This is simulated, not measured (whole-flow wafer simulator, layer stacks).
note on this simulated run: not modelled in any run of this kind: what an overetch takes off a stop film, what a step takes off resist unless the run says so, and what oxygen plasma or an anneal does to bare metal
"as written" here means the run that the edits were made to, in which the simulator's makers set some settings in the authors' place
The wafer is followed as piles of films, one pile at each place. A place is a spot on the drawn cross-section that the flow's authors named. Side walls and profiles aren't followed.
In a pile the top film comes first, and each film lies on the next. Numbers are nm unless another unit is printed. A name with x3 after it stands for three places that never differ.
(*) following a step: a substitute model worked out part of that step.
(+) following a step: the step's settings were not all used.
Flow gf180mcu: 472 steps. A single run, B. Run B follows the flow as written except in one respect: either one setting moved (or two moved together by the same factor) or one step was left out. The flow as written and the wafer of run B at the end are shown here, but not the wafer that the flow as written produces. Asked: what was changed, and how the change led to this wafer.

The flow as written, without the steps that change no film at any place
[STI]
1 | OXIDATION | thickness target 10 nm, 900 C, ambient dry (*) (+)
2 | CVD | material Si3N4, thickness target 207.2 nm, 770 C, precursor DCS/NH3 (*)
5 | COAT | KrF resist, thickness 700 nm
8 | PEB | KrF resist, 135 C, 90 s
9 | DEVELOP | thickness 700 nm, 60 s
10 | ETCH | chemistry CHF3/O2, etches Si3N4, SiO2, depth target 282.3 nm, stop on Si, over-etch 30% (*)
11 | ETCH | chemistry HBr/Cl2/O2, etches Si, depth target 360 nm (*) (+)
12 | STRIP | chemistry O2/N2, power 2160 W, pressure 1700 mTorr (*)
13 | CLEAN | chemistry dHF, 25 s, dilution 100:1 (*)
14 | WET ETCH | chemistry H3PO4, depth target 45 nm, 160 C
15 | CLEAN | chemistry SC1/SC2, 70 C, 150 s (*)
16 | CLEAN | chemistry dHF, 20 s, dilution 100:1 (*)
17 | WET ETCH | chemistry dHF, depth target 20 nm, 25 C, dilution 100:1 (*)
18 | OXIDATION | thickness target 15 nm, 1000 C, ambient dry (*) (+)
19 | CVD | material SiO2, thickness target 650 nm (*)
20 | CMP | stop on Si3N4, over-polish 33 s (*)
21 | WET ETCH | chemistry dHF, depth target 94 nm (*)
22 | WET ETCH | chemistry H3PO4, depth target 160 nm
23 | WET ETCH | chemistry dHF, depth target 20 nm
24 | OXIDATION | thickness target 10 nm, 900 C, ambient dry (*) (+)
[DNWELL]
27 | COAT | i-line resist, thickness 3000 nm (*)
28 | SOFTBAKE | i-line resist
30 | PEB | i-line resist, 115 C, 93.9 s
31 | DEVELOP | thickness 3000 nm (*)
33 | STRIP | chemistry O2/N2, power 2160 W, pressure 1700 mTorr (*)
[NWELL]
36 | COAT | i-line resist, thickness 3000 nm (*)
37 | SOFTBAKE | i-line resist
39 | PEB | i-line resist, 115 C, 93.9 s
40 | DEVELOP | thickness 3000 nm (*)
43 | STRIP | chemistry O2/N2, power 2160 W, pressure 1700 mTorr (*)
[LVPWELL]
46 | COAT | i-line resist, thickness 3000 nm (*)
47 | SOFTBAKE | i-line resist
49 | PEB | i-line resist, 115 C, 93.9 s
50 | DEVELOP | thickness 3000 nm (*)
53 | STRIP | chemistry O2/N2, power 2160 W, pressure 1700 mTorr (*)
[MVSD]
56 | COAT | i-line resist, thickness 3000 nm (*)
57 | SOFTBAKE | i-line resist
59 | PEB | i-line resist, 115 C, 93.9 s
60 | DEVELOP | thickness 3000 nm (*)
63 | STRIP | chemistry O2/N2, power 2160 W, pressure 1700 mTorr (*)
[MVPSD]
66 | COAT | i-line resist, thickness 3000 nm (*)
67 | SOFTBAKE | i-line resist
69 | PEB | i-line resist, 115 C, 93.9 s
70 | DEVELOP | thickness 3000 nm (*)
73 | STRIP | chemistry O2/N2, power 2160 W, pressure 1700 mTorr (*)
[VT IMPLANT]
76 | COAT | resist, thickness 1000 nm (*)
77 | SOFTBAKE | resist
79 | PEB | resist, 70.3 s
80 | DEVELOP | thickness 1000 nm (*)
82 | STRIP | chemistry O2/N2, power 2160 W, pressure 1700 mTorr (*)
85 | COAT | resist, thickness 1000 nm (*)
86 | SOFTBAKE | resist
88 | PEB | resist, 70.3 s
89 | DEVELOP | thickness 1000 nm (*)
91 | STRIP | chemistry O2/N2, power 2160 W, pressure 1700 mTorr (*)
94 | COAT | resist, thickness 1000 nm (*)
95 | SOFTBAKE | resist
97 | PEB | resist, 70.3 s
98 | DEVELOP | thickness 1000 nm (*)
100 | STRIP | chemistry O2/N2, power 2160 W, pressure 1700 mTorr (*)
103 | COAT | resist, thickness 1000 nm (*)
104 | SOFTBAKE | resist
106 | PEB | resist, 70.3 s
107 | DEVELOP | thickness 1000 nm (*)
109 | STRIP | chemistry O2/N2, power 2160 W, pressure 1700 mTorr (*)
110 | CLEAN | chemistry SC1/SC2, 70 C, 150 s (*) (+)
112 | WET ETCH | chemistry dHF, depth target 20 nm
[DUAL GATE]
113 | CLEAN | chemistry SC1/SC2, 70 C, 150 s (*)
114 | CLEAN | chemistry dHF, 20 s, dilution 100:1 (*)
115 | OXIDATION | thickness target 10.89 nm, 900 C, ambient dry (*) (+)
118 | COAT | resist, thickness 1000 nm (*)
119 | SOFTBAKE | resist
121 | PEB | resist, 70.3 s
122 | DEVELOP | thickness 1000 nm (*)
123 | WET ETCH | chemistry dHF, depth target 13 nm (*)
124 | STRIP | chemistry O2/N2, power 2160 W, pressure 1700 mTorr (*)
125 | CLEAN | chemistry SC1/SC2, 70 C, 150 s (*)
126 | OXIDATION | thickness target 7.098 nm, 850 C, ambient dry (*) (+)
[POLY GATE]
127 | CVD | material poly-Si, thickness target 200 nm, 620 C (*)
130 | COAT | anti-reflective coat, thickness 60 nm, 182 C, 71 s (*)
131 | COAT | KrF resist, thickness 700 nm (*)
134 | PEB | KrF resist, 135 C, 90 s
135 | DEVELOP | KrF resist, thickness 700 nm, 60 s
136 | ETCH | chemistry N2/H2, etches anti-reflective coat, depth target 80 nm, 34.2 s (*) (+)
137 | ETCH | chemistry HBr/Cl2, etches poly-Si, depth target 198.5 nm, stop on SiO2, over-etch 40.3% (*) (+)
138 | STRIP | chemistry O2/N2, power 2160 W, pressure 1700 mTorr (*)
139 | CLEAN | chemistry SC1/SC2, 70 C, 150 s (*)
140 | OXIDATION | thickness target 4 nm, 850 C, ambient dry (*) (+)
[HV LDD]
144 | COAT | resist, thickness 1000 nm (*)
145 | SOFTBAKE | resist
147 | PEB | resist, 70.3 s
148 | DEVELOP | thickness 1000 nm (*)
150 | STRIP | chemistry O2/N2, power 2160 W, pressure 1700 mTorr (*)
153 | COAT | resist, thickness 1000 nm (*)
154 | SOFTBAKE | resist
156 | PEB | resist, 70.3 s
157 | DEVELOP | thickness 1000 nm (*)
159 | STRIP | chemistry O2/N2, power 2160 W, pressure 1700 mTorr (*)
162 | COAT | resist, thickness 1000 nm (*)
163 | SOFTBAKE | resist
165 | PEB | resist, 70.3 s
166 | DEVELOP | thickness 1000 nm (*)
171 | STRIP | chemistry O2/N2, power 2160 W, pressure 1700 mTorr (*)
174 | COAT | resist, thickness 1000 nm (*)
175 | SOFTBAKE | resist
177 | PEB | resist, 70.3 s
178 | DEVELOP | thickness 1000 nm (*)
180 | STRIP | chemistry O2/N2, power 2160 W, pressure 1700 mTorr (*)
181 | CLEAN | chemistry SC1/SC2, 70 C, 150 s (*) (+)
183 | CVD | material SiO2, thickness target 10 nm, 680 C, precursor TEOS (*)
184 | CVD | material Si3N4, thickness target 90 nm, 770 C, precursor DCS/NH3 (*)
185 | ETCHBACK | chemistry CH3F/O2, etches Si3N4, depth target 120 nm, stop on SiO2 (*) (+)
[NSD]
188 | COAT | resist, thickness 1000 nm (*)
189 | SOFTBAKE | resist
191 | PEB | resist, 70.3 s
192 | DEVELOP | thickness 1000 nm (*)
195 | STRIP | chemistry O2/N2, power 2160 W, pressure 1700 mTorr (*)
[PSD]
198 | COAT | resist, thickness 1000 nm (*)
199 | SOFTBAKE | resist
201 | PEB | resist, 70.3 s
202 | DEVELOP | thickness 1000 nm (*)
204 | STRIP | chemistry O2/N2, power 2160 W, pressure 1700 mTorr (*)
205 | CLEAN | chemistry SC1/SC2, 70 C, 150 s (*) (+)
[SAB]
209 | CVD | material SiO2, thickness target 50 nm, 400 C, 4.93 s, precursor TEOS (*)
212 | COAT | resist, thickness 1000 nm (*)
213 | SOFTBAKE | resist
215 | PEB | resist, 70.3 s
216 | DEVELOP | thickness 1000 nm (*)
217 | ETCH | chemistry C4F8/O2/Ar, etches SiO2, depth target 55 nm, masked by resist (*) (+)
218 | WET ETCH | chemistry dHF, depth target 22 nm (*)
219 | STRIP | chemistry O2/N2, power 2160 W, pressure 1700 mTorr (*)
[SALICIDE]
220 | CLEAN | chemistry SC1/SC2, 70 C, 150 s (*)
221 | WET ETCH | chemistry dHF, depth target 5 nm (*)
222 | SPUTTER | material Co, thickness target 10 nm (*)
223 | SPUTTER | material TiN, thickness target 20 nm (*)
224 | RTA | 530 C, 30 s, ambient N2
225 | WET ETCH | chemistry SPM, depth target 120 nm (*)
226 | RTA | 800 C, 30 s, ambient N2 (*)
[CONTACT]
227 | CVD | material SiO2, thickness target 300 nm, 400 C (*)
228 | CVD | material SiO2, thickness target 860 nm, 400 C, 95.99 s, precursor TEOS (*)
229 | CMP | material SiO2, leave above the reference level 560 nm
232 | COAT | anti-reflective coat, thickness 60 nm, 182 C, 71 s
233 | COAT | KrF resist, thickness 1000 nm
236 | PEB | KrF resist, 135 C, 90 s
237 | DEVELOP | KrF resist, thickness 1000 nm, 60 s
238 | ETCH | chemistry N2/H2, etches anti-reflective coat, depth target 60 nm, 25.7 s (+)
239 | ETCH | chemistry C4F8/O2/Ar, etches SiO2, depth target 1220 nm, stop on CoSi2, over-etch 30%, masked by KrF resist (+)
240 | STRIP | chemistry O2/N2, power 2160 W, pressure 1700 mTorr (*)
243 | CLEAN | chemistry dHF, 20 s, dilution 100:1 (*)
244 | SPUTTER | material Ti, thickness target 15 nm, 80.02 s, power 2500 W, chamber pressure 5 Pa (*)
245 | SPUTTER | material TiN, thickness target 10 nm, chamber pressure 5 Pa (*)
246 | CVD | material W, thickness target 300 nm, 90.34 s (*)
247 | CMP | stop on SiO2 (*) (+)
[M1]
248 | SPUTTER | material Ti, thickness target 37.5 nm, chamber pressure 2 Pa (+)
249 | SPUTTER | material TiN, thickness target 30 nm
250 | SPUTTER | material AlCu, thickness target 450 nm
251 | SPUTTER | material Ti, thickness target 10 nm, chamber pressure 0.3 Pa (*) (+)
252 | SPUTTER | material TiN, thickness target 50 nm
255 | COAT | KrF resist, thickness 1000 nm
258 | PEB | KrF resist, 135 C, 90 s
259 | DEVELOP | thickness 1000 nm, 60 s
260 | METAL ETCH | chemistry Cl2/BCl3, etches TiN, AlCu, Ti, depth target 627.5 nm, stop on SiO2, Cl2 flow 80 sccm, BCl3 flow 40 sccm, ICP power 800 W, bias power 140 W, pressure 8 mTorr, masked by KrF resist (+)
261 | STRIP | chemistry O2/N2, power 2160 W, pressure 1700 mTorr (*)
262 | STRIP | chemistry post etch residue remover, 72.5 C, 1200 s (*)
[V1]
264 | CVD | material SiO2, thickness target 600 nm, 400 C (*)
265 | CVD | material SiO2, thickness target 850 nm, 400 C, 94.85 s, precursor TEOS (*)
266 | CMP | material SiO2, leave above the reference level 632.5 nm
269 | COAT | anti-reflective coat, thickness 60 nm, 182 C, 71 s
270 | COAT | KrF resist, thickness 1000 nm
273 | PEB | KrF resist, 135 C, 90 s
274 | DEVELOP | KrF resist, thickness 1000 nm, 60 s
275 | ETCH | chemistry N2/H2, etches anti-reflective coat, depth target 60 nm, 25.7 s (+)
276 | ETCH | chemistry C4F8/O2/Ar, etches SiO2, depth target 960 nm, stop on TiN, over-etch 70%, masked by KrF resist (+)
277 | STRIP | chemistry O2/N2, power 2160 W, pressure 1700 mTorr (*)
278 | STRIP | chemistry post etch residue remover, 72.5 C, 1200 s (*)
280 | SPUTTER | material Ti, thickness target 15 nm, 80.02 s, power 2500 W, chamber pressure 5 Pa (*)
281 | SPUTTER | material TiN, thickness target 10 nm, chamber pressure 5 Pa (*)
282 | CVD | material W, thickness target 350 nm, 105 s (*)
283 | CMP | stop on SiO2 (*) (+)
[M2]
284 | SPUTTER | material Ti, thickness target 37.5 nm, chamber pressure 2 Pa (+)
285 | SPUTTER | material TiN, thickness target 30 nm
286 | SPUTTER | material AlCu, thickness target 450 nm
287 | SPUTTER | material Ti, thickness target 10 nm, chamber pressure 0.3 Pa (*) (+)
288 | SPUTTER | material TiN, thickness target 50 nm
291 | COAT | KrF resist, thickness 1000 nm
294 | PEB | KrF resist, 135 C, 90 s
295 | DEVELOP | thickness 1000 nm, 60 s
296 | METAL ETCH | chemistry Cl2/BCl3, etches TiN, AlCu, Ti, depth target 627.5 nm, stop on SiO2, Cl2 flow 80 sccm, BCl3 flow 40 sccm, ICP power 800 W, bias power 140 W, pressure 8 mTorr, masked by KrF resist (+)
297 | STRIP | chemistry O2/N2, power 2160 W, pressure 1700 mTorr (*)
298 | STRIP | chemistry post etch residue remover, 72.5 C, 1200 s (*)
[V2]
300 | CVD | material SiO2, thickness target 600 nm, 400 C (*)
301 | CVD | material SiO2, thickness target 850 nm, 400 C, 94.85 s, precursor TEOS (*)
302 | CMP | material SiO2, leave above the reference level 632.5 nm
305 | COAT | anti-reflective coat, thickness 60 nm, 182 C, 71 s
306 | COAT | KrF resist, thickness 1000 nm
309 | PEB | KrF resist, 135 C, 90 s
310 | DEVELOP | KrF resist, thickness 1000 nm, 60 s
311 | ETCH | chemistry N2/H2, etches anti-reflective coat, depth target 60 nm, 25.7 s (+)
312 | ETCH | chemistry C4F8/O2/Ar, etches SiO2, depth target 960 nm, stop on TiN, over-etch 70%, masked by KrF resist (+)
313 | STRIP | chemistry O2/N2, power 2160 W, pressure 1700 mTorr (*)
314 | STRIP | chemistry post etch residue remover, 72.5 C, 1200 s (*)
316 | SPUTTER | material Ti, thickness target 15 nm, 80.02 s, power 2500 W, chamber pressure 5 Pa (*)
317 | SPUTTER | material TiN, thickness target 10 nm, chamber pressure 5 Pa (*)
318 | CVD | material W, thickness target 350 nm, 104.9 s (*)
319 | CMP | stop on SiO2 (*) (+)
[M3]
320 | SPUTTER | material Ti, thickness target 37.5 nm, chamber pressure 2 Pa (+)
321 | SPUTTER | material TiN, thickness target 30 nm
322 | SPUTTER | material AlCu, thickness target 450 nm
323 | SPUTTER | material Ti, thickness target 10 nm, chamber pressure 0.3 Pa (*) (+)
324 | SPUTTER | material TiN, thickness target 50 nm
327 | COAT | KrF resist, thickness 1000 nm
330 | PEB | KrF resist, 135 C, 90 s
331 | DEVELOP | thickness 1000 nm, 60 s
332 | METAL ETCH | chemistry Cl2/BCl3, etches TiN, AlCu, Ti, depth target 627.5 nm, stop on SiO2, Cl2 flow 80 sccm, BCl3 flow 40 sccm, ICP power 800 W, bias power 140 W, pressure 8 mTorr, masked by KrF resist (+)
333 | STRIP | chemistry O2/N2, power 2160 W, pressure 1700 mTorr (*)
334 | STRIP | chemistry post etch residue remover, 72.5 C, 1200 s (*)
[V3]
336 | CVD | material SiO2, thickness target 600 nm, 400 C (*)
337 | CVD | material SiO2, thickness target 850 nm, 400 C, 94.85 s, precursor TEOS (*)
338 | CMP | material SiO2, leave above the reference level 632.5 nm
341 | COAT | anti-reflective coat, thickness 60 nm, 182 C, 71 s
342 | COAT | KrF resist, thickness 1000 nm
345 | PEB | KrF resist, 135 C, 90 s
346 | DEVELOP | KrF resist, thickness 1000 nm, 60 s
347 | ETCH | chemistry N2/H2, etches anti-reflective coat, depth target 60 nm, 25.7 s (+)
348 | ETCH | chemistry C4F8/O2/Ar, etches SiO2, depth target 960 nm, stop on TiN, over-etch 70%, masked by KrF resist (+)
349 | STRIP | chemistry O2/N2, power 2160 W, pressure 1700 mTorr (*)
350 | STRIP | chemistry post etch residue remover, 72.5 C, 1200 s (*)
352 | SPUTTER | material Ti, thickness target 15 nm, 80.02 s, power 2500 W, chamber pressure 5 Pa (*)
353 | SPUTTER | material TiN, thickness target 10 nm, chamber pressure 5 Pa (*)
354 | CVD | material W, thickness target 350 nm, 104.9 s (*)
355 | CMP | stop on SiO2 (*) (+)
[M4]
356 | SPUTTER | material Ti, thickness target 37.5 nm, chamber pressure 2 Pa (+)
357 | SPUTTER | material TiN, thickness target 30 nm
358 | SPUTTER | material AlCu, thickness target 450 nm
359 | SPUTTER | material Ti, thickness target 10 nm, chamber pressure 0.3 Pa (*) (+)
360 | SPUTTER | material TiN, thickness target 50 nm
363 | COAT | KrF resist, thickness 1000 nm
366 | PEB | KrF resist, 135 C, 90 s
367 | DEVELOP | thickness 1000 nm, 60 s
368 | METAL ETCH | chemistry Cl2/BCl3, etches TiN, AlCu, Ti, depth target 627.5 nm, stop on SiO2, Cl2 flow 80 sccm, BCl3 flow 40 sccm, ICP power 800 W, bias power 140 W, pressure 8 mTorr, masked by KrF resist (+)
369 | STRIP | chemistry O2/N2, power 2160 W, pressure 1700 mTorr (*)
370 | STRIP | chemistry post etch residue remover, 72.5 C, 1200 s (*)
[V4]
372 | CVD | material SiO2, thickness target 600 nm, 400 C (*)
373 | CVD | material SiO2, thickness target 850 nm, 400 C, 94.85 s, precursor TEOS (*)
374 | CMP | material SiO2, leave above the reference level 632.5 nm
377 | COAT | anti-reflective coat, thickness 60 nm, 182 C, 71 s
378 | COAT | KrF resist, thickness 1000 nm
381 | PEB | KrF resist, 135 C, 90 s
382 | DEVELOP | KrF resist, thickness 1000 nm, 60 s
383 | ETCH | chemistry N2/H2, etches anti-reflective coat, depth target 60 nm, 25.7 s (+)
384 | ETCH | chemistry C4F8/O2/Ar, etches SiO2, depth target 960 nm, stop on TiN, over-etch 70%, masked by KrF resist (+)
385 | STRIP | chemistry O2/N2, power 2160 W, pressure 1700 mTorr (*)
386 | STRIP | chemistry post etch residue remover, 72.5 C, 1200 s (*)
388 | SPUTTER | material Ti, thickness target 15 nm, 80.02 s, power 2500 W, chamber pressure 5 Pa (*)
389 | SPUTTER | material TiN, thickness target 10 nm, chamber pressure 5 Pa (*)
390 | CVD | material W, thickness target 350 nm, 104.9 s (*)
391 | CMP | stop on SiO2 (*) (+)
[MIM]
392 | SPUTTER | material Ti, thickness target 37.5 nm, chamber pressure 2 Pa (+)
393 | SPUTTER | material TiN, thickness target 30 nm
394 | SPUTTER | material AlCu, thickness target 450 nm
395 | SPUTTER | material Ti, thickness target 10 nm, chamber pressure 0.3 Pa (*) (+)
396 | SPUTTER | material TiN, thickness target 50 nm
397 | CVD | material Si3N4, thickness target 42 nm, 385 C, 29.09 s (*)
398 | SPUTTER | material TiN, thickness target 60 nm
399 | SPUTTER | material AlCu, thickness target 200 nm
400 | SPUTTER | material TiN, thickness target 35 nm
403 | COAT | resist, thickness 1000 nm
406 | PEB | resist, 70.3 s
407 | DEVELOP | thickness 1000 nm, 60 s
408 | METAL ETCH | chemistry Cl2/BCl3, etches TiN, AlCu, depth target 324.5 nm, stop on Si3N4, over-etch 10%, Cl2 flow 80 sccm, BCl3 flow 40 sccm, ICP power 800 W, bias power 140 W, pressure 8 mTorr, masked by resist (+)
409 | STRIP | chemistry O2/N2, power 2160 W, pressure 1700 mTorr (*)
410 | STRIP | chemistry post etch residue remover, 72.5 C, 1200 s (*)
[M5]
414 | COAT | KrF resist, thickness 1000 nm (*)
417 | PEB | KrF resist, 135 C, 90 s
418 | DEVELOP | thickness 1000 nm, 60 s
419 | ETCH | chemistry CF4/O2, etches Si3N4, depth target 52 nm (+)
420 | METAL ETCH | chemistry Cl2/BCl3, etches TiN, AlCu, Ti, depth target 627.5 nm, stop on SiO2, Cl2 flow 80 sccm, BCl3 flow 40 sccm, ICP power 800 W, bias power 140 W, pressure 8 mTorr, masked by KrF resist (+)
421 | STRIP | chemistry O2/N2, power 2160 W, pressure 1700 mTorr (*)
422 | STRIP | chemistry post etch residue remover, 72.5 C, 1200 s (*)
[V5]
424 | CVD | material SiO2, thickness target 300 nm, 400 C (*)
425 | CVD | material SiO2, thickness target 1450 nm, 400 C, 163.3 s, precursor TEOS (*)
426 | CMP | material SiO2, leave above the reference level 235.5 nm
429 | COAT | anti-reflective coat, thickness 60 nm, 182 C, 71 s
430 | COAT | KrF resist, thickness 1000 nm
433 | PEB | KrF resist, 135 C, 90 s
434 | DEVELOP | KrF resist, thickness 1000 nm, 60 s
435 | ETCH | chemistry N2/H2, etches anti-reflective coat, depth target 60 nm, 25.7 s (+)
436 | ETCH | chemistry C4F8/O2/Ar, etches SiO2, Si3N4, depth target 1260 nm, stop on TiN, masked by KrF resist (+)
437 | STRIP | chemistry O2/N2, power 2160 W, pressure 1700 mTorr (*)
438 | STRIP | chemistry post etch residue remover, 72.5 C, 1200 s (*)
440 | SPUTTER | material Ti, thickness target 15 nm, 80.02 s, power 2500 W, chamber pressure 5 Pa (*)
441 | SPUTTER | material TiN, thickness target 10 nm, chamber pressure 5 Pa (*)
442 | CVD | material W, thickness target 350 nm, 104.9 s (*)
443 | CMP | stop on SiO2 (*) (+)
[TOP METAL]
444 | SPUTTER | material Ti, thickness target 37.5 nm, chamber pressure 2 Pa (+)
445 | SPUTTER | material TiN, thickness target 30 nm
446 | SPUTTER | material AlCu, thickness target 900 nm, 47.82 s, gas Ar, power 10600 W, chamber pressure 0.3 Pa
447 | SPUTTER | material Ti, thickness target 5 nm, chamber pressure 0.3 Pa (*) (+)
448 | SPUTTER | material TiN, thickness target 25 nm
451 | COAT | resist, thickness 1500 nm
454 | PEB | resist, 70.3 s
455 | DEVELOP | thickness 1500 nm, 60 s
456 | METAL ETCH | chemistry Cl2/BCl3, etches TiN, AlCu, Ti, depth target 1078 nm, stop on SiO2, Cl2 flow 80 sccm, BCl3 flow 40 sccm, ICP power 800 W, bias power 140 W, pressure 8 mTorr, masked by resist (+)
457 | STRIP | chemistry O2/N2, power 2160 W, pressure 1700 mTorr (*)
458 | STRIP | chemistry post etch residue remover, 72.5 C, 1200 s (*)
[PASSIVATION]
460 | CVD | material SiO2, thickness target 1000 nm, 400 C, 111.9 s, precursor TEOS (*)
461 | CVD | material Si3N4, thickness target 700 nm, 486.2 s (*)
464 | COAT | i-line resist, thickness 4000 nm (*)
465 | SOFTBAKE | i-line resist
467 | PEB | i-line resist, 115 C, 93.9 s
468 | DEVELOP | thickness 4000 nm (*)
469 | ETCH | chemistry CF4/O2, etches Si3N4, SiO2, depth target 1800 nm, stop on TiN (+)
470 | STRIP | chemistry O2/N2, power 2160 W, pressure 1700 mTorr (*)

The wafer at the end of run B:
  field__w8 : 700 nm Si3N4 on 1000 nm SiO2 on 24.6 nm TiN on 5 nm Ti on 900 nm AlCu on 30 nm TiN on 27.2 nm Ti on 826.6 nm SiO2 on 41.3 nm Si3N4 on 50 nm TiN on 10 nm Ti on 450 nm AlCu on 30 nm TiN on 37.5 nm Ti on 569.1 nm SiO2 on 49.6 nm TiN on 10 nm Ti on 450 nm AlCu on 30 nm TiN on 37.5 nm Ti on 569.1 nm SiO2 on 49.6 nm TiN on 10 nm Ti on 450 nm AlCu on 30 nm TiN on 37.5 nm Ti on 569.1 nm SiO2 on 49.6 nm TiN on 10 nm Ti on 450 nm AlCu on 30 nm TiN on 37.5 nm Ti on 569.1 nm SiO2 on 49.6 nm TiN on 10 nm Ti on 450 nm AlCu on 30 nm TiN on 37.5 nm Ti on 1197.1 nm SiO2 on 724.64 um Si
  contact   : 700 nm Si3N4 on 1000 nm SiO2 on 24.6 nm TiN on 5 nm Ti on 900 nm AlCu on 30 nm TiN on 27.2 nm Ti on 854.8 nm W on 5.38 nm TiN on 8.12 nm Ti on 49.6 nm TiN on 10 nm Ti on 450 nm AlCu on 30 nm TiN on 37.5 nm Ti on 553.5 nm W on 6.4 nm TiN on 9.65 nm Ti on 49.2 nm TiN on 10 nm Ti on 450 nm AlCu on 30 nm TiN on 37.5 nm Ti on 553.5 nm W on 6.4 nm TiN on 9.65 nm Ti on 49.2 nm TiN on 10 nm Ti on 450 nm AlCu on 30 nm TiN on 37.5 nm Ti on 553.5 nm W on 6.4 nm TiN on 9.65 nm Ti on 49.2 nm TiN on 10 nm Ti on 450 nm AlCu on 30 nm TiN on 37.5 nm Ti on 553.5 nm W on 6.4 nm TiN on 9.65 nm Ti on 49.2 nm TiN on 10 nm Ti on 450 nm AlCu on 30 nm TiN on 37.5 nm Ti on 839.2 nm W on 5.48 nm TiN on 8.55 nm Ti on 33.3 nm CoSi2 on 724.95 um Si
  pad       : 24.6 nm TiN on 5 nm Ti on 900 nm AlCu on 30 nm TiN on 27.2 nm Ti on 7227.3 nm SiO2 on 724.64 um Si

What caused this: step 444, SPUTTER: thickness target 27.2 nm was run, whereas the flow has thickness target 37.5 nm.
The wafer itself shows it: field__w8 has Ti 27.2, and step 444 as written asks for 37.5 nm.

Step by step, how the change led to this:
  444 | SPUTTER | material Ti, thickness target 37.5 nm, chamber pressure 2 Pa (+)
      field, field__w1, field__w2 and 109 more: +27.2 Ti (new film) (in the flow as written it would be: +37.5 Ti (new film))
  456 | METAL ETCH | chemistry Cl2/BCl3, etches TiN, AlCu, Ti, depth target 1078 nm, stop on SiO2, Cl2 flow 80 sccm, BCl3 flow 40 sccm, ICP power 800 W, bias power 140 W, pressure 8 mTorr, masked by resist (+)
      field, field__w1, field__w2 and 103 more: -25 TiN (all of it), -5 Ti (all of it), -900 AlCu (all of it), -30 TiN (all of it), -27.2 Ti (all of it) (in the flow as written it would be: -25 TiN (all of it), -5 Ti (all of it), -900 AlCu (all of it), -30 TiN (all of it), -37.5 Ti (all of it))
